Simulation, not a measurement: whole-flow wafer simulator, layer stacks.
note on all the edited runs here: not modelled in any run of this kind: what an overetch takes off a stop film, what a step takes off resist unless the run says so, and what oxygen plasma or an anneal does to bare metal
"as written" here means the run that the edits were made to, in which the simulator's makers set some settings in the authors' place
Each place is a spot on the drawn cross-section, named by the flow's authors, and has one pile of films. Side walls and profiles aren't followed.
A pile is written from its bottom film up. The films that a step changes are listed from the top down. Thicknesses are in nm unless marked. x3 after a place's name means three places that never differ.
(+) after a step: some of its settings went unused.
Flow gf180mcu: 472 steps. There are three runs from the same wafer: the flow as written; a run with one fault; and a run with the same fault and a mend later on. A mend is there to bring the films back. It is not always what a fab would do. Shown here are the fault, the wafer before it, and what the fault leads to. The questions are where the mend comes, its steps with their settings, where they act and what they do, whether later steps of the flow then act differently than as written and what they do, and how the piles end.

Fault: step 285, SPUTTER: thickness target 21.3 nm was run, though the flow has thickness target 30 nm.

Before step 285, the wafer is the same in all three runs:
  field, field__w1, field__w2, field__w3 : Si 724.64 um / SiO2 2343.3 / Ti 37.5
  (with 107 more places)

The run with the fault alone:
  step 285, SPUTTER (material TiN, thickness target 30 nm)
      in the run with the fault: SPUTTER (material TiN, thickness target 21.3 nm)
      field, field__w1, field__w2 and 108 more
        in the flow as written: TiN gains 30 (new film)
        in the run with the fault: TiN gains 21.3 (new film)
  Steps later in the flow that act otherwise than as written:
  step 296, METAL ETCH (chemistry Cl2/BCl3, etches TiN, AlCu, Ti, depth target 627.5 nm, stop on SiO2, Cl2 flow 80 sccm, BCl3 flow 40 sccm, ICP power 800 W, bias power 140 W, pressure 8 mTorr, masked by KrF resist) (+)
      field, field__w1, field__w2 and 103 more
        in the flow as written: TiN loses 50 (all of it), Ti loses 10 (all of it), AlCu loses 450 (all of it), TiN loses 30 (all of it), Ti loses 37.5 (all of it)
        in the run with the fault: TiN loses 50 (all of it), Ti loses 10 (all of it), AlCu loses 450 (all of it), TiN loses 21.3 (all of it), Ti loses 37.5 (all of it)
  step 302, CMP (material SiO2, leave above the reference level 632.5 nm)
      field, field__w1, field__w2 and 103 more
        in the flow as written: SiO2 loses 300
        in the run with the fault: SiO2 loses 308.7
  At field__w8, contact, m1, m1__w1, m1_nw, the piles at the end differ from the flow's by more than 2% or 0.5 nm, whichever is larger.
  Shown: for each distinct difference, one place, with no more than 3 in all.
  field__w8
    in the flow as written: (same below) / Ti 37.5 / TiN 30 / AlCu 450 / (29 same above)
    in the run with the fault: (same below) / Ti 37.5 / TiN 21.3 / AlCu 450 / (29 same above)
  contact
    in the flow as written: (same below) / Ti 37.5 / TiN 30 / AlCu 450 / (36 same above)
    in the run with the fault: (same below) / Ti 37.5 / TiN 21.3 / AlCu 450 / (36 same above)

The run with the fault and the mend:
  After step 285 comes the mend.
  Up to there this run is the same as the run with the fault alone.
  step 285a, SPUTTER (material TiN, thickness target 8.7 nm) (the flow's step 285, run once more with other settings)
      field, field__w1, field__w2 and 108 more
        TiN gains 8.7
  None of the later steps of the flow acts differently than as written at any place that is followed.
  The piles end the same as the flow's at every place that both follow.
